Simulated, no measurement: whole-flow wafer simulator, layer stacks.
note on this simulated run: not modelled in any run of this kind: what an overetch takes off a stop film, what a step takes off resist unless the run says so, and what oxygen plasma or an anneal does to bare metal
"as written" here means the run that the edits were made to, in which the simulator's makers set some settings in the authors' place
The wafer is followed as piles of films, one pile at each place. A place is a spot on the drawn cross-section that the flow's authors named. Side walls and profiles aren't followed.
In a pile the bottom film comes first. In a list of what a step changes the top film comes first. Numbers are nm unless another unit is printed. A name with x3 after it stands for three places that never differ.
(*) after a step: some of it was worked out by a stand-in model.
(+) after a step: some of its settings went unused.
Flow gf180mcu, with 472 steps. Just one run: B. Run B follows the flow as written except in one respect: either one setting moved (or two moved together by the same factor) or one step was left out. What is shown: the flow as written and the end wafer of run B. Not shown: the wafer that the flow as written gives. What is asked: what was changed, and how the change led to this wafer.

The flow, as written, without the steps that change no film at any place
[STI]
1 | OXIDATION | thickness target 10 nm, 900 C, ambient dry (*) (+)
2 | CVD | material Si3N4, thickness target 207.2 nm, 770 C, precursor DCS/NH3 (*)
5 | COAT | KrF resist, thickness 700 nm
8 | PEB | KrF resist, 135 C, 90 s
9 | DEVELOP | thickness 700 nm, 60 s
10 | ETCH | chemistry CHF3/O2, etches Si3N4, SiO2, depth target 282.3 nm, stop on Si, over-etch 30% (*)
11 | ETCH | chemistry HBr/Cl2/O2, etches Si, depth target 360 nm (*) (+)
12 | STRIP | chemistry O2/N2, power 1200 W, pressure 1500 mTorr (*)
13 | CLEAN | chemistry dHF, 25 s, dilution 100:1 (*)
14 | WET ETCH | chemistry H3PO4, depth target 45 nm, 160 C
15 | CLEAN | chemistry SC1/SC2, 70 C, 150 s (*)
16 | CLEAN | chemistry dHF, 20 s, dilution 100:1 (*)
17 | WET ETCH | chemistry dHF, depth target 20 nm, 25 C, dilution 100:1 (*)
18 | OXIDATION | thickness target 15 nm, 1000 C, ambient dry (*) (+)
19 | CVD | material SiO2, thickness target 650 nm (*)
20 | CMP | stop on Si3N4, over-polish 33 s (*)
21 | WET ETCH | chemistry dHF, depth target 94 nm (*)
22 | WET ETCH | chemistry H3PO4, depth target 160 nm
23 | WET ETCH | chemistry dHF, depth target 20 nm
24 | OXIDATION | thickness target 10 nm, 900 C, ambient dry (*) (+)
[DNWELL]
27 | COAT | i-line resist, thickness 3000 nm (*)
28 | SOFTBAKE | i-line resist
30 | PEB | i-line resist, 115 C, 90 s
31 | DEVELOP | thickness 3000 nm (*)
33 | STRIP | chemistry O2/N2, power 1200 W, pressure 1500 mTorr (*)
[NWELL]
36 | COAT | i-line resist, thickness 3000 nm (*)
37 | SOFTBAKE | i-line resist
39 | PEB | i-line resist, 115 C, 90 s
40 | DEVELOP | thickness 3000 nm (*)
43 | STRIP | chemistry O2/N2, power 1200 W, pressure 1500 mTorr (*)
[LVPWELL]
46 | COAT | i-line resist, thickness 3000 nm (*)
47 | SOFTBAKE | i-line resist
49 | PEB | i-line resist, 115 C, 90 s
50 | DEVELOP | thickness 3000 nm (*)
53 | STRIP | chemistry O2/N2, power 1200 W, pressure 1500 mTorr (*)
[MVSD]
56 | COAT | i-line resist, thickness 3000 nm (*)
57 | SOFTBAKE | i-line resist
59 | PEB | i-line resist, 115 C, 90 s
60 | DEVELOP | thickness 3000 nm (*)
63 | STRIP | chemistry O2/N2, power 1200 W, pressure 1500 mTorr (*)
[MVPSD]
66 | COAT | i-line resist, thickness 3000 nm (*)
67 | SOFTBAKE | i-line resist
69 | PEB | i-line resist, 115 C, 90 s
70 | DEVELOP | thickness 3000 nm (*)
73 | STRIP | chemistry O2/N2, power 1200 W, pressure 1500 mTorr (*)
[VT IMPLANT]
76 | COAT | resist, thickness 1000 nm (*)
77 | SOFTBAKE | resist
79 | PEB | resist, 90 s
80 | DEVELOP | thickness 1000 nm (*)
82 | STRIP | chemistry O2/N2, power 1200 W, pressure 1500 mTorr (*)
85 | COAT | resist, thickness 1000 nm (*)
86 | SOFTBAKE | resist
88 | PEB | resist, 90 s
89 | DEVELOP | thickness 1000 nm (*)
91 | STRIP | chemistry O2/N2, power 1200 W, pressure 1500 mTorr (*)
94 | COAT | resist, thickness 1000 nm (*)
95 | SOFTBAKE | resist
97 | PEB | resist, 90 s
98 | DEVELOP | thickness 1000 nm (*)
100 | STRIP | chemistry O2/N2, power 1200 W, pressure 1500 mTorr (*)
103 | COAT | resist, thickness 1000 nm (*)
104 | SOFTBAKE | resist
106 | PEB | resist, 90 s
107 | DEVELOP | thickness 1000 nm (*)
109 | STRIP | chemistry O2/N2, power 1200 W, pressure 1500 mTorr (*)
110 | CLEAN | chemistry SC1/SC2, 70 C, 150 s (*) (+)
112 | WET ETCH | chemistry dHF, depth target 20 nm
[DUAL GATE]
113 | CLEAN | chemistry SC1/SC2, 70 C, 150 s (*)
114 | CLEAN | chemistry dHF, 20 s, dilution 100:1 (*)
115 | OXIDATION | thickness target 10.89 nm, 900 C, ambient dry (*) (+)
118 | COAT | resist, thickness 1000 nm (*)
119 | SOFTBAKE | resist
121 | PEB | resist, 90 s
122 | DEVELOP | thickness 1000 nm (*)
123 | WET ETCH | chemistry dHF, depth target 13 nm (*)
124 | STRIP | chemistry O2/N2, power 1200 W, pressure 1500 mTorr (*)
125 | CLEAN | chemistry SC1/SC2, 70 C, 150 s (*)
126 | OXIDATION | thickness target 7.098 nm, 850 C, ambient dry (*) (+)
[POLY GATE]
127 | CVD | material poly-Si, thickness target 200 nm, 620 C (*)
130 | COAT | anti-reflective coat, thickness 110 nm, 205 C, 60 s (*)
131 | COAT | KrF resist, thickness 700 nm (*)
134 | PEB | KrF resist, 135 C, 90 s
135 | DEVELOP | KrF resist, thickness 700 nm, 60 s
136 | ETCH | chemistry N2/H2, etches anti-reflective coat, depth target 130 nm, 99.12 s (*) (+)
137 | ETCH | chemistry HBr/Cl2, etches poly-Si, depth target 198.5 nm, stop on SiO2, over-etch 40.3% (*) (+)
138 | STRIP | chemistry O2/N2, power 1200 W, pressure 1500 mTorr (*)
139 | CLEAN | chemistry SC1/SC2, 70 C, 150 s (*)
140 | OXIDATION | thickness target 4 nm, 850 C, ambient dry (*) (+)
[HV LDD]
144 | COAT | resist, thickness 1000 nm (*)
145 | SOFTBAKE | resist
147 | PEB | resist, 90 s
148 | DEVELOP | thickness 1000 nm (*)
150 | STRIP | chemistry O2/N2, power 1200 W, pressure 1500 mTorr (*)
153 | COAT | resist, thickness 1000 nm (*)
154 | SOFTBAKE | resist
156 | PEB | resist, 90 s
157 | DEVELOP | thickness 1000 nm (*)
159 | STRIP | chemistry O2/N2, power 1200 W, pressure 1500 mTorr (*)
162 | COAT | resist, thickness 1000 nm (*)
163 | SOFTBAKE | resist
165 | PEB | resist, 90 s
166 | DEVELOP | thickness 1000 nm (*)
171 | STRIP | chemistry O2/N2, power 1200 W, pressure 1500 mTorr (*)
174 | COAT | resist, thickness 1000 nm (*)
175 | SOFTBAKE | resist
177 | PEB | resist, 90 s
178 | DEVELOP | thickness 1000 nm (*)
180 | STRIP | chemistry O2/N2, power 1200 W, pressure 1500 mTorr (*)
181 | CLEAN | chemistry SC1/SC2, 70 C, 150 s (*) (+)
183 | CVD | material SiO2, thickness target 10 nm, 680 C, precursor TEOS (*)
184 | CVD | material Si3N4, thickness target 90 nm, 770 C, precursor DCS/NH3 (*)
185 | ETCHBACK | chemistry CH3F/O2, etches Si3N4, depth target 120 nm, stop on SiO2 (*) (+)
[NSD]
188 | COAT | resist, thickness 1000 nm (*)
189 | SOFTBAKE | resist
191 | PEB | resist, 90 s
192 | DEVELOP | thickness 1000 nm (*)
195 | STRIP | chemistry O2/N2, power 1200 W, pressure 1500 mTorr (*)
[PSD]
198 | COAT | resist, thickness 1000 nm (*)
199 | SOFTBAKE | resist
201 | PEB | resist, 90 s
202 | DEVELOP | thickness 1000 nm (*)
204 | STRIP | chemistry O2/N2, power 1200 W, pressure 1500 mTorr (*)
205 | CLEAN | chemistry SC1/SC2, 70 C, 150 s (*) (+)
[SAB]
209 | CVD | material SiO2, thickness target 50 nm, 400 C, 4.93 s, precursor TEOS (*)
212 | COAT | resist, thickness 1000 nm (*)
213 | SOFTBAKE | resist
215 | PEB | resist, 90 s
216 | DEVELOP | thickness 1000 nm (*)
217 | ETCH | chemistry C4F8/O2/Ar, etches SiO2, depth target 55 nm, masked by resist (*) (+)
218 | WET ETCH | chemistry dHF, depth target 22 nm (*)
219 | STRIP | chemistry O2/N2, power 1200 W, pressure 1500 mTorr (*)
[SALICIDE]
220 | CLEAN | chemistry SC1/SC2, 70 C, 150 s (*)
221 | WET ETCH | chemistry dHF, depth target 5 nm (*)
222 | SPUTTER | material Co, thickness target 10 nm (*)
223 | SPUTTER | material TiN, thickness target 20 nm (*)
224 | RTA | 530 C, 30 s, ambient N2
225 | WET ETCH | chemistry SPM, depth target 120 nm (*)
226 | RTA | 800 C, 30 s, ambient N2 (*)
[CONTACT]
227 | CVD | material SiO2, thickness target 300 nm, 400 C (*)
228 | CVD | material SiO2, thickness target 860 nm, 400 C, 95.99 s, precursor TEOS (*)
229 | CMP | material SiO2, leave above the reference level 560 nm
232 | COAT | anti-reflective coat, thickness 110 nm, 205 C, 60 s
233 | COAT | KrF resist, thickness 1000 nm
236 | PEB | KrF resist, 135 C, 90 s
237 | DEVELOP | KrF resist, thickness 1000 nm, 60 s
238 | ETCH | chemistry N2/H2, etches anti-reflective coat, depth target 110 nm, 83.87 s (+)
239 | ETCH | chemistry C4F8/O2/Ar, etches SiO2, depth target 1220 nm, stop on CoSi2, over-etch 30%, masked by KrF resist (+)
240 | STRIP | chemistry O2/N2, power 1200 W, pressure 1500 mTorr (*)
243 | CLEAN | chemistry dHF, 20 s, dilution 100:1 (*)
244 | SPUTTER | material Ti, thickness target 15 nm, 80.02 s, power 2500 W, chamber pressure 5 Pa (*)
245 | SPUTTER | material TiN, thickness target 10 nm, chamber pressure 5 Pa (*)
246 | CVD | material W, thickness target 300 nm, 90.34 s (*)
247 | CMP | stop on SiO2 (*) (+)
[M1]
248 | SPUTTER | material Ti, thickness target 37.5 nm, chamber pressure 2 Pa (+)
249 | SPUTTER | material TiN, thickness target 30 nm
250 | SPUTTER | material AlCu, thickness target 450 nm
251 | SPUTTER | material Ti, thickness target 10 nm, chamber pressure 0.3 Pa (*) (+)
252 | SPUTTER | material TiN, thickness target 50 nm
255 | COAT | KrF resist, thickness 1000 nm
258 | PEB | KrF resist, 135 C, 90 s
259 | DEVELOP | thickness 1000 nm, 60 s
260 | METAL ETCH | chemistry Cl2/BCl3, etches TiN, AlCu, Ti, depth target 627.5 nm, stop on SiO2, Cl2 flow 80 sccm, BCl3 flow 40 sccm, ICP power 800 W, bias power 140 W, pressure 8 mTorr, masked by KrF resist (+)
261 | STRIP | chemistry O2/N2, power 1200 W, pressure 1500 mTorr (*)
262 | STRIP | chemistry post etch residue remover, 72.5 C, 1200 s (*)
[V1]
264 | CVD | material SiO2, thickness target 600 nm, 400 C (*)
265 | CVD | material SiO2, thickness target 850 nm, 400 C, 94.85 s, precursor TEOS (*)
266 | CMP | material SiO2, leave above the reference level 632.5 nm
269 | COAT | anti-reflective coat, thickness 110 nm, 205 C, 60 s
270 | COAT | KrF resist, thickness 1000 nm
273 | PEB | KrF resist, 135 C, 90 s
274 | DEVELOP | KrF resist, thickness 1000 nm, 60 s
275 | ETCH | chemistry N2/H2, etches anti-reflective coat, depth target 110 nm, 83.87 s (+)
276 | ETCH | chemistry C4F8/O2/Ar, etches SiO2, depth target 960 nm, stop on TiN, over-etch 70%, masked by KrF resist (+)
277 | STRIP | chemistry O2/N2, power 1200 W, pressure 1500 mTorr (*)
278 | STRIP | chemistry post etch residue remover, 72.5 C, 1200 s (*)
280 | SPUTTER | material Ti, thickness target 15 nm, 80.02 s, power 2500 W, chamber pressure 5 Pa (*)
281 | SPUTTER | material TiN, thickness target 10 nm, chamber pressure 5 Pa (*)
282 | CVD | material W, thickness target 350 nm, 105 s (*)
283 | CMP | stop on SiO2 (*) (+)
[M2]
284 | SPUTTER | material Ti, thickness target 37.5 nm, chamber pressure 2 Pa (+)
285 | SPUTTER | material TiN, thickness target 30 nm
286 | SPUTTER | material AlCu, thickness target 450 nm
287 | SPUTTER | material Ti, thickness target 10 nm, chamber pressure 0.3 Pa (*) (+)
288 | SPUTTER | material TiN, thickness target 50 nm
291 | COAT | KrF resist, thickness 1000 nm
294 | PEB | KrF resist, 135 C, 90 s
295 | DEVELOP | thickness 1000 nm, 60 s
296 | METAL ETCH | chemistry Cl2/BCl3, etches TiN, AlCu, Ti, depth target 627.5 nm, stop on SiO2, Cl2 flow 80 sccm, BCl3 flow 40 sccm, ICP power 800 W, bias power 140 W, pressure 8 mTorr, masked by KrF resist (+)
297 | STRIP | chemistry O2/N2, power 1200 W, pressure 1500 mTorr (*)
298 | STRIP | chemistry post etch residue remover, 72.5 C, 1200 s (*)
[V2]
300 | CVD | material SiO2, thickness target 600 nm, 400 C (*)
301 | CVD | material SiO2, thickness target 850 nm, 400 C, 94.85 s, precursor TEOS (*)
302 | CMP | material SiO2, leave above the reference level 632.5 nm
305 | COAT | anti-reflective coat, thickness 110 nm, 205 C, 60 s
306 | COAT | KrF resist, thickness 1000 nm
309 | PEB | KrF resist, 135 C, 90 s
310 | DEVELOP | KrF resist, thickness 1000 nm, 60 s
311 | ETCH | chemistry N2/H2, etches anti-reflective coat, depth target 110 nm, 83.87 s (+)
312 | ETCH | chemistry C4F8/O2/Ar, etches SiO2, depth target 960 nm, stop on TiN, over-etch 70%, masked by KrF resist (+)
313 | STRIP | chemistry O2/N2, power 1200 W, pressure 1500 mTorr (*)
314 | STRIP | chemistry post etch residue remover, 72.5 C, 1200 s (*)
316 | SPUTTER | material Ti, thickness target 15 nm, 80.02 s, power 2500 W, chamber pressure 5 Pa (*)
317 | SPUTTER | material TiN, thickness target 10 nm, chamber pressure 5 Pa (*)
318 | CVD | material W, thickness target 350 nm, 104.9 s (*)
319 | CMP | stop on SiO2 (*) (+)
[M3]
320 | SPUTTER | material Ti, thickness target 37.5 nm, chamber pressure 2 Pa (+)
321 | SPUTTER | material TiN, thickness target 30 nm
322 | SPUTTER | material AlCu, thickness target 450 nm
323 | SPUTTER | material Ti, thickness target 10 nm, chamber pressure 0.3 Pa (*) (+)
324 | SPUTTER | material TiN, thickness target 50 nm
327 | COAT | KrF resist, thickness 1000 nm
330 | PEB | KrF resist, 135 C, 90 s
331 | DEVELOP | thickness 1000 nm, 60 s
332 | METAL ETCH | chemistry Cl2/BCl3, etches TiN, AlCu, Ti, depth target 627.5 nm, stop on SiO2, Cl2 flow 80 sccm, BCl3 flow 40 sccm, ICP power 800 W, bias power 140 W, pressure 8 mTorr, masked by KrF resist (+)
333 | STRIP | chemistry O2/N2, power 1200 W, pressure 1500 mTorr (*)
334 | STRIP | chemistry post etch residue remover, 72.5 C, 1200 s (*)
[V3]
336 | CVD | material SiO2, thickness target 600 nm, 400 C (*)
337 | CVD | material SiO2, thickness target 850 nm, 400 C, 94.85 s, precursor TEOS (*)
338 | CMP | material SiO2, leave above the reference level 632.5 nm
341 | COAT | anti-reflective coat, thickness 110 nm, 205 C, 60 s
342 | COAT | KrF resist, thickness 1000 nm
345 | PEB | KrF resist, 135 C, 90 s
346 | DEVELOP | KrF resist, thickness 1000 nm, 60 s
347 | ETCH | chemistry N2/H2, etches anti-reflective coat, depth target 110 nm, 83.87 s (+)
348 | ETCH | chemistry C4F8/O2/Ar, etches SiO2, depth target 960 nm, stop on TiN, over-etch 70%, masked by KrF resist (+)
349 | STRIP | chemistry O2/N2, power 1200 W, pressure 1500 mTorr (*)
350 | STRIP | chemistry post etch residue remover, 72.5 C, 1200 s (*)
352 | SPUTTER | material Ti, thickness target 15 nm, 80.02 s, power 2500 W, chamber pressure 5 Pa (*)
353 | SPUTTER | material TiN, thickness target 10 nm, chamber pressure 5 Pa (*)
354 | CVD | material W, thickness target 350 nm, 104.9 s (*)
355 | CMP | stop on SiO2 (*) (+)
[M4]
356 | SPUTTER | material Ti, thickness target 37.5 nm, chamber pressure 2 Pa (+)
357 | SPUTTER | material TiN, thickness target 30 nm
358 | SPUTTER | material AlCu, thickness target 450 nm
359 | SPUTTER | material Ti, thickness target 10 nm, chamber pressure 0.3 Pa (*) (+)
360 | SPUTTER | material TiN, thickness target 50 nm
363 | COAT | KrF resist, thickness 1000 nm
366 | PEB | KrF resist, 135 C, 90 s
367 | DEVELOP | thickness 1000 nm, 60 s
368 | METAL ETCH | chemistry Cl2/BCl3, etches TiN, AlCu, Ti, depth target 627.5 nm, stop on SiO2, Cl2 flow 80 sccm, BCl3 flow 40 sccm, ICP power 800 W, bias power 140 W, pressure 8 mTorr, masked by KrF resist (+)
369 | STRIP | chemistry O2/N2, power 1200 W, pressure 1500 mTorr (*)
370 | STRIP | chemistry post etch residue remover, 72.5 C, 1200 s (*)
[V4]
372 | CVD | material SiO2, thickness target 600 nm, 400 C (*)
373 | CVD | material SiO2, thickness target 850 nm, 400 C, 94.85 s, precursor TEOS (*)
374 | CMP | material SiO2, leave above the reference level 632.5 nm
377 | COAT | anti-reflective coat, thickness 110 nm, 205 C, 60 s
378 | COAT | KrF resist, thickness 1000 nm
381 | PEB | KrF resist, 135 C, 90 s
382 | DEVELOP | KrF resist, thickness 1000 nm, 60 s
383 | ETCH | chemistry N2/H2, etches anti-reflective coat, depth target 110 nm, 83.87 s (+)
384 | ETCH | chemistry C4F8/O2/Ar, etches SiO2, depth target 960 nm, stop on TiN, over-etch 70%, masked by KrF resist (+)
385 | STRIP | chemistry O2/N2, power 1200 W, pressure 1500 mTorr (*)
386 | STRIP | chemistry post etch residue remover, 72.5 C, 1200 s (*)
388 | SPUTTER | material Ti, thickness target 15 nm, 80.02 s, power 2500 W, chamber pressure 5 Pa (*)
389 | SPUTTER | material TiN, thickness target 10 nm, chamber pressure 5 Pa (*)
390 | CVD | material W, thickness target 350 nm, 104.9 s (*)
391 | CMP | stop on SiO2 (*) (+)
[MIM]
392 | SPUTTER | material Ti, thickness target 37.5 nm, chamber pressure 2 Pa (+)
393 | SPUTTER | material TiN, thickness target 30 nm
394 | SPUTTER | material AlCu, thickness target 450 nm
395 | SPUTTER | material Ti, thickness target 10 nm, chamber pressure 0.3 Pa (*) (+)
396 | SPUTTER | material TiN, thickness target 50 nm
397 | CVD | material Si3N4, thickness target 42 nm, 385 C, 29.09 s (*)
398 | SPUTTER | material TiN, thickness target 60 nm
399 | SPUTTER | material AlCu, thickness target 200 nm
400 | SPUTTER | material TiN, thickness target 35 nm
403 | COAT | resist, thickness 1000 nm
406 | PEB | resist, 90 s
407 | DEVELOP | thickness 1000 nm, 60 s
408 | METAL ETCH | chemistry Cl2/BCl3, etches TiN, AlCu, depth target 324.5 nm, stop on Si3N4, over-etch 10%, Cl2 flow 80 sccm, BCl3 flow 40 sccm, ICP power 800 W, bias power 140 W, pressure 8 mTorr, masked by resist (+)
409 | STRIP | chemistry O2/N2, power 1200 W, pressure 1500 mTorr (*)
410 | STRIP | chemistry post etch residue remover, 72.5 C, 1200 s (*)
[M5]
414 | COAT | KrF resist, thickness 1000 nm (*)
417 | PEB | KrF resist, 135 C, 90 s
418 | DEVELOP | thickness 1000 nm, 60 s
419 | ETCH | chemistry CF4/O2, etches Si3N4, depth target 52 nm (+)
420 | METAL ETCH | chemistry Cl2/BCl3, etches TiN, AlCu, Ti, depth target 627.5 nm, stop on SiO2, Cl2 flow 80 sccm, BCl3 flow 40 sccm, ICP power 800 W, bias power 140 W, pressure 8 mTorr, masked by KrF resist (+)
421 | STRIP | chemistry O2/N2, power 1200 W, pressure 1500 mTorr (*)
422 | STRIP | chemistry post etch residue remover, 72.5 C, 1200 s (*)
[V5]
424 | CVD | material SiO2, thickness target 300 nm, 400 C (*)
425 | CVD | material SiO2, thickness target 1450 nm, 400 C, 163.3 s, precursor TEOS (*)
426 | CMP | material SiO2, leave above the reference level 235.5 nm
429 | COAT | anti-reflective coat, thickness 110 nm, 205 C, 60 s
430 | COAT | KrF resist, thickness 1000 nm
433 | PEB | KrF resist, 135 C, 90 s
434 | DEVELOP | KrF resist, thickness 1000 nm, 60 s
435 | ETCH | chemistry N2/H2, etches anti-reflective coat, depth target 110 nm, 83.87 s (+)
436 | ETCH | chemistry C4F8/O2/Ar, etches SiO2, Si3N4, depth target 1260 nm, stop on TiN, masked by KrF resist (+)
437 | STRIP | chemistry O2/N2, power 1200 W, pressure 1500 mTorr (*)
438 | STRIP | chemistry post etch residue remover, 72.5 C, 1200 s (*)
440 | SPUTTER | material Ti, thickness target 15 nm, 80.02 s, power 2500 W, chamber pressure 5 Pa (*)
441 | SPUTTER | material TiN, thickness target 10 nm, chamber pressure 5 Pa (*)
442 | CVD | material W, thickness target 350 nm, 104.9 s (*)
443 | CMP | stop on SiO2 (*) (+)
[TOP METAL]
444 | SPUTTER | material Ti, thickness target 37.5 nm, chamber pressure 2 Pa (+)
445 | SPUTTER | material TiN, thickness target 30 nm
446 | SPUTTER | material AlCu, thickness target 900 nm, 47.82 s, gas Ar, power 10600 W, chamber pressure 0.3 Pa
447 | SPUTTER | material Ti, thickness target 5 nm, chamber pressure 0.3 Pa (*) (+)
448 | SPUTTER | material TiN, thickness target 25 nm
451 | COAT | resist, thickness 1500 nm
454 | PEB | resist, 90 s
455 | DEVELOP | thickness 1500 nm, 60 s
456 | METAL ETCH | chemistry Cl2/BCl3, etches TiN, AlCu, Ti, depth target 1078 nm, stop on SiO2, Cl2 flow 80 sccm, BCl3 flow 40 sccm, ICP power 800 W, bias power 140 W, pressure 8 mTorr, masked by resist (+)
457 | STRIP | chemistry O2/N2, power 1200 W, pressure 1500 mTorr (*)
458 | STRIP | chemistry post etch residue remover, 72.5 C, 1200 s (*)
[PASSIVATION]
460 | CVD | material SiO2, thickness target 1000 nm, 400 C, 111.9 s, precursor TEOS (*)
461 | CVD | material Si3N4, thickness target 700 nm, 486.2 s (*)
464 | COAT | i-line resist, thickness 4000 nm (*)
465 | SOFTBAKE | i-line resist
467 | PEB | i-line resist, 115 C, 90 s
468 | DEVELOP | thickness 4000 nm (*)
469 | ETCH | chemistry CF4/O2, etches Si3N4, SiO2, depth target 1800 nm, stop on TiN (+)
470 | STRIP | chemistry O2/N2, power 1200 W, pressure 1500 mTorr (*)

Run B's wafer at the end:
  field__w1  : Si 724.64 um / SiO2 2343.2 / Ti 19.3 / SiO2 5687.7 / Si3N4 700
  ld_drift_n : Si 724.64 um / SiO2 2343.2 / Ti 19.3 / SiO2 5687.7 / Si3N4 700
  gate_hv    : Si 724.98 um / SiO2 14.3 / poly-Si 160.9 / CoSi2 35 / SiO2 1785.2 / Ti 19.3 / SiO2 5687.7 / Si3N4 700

What caused this: step 286, SPUTTER: thickness target 273 nm was run, though the flow has thickness target 450 nm; step 296, METAL ETCH: depth target 381.2 nm was run, where the flow has depth target 627.5 nm.

How this came from the change, step by step:
  286 | SPUTTER | material AlCu, thickness target 450 nm
      field, field__w1, field__w2 and 108 more: AlCu gains 273 (new film) (as written it would have been: AlCu gains 450 (new film))
  296 | METAL ETCH | chemistry Cl2/BCl3, etches TiN, AlCu, Ti, depth target 627.5 nm, stop on SiO2, Cl2 flow 80 sccm, BCl3 flow 40 sccm, ICP power 800 W, bias power 140 W, pressure 8 mTorr, masked by KrF resist (+)
      field, field__w1, field__w2 and 103 more: TiN loses 50 (all of it), Ti loses 10 (all of it), AlCu loses 273 (all of it), TiN loses 30 (all of it), Ti loses 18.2 (as written it would have been: TiN loses 50 (all of it), Ti loses 10 (all of it), AlCu loses 450 (all of it), TiN loses 30 (all of it), Ti loses 37.5 (all of it))
      field__w8, contact, m1, m1__w1, m1_nw: KrF resist loses 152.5 (as written it would have been: KrF resist loses 251)
  297 | STRIP | chemistry O2/N2, power 1200 W, pressure 1500 mTorr (*)
      field__w8, contact, m1, m1__w1, m1_nw: KrF resist loses 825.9 (all of it) (as written it would have been: KrF resist loses 727.4 (all of it))
  300 | CVD | material SiO2, thickness target 600 nm, 400 C (*)
      field, field__w1, field__w2 and 103 more: SiO2 gains 600 (new film) (as written it would have been: SiO2 gains 600)
  302 | CMP | material SiO2, leave above the reference level 632.5 nm
      field, field__w1, field__w2 and 103 more: SiO2 loses 496.3 (as written it would have been: SiO2 loses 300)
If metal films that touch count as one body, field__w1 has 1 body; the flow as written gives 0 bodies.
If metal films that touch count as one body, ld_drift_n has 1 body; the flow as written gives 0 bodies.
If metal films that touch count as one body, gate_hv has 2 bodies (between them, from the top down: SiO2 1785.2); the flow as written gives 1 body.
